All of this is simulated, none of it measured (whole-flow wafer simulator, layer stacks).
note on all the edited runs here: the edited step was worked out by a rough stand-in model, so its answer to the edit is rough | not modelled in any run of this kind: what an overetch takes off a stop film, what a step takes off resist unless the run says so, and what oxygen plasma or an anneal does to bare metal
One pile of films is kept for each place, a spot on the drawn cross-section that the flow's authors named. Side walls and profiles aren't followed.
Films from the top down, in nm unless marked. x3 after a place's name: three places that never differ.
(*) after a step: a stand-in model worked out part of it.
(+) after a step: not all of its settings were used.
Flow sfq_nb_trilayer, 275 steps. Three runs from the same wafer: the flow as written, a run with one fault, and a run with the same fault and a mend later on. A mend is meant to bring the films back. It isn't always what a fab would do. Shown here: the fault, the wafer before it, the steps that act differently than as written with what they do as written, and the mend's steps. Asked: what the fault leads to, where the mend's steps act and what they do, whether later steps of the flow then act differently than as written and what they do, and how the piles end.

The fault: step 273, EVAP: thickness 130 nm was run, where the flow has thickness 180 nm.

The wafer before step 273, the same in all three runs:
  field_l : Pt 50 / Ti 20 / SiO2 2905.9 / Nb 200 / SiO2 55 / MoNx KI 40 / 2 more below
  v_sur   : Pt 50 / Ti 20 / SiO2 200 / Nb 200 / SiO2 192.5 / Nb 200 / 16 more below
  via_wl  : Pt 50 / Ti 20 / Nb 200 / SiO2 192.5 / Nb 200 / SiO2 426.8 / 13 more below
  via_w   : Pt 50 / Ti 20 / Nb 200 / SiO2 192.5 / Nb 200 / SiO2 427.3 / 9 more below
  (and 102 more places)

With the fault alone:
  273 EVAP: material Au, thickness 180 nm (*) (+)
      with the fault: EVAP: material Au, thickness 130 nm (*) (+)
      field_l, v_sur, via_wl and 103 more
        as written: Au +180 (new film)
        with the fault: Au +130 (new film)
  Later steps of the flow that act differently than as written:
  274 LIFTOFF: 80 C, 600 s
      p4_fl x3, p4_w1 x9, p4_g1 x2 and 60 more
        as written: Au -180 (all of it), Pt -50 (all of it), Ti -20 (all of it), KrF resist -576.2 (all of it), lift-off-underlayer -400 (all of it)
        with the fault: Au -130 (all of it), Pt -50 (all of it), Ti -20 (all of it), KrF resist -576.2 (all of it), lift-off-underlayer -400 (all of it)
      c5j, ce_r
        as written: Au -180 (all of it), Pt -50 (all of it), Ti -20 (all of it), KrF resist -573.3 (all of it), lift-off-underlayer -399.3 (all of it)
        with the fault: Au -130 (all of it), Pt -50 (all of it), Ti -20 (all of it), KrF resist -573.3 (all of it), lift-off-underlayer -399.3 (all of it)
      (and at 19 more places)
  At the end the piles differ from the flow's by more than 2% or 0.5 nm, whichever is larger, at field_l, v_sur, via_wl and 8 more.
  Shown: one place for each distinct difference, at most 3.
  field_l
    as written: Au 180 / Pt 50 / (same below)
    with the fault: Au 130 / Pt 50 / (same below)

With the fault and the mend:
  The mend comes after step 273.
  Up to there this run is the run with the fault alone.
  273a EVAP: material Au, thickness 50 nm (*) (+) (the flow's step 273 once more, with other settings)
      field_l, v_sur, via_wl and 103 more
        Au +50
  No later step of the flow acts differently than as written at any place that is followed.
  At the end the piles are the same as the flow's at every place that both follow.
